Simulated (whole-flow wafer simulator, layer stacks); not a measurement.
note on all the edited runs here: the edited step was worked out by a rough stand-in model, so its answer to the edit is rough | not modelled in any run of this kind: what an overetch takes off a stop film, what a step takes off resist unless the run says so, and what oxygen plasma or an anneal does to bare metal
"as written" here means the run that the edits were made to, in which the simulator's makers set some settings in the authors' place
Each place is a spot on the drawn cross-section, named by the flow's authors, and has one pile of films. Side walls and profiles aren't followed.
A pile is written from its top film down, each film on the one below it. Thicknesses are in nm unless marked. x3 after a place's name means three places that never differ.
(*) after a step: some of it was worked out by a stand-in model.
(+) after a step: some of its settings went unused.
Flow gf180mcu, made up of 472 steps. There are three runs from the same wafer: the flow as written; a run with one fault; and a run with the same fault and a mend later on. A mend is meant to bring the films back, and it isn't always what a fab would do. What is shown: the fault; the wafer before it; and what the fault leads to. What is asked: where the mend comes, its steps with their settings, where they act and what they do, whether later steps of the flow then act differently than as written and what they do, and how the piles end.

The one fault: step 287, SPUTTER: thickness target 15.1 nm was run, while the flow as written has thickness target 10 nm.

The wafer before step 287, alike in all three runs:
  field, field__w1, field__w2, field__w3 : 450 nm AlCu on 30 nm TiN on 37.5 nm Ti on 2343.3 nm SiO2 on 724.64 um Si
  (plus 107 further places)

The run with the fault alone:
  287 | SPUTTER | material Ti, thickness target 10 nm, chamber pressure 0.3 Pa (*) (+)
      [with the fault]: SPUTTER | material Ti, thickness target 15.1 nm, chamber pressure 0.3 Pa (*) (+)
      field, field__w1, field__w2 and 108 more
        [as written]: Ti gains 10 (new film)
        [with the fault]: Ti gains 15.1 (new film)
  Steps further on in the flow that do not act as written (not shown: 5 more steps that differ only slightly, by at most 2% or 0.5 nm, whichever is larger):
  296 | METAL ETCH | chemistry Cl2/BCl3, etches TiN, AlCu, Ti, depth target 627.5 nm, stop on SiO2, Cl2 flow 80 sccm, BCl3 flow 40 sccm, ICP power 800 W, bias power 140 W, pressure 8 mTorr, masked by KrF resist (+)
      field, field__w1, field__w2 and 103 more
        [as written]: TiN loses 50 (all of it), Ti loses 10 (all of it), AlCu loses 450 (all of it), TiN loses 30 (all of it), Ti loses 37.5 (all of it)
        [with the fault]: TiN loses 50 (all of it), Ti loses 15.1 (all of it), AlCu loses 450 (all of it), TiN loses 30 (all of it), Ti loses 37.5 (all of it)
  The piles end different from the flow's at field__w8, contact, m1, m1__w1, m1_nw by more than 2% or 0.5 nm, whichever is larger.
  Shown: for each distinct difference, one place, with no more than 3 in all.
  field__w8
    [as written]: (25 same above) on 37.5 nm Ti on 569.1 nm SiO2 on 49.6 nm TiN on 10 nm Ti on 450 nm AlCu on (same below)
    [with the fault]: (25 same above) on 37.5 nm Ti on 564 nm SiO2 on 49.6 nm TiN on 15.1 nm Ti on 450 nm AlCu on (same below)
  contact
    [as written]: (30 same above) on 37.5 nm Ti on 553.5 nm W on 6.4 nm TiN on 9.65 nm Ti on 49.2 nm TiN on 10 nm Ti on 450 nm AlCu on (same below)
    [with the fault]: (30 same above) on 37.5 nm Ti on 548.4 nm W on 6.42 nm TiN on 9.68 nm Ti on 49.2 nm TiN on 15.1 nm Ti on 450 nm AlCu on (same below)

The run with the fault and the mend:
  The mend follows step 287.
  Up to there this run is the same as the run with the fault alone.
  287a | METAL ETCH | chemistry Cl2/BCl3, etches TiN, AlCu, Ti, depth target 5.1 nm, Cl2 flow 80 sccm, BCl3 flow 40 sccm, ICP power 800 W, bias power 140 W, pressure 8 mTorr (the flow's step 260, run once more with other settings)
      field, field__w1, field__w2 and 108 more
        Ti loses 5.1
  Later steps of the flow that are run all act as written at every place that is followed.
  At every place that both follow, the piles at the end match the flow's.
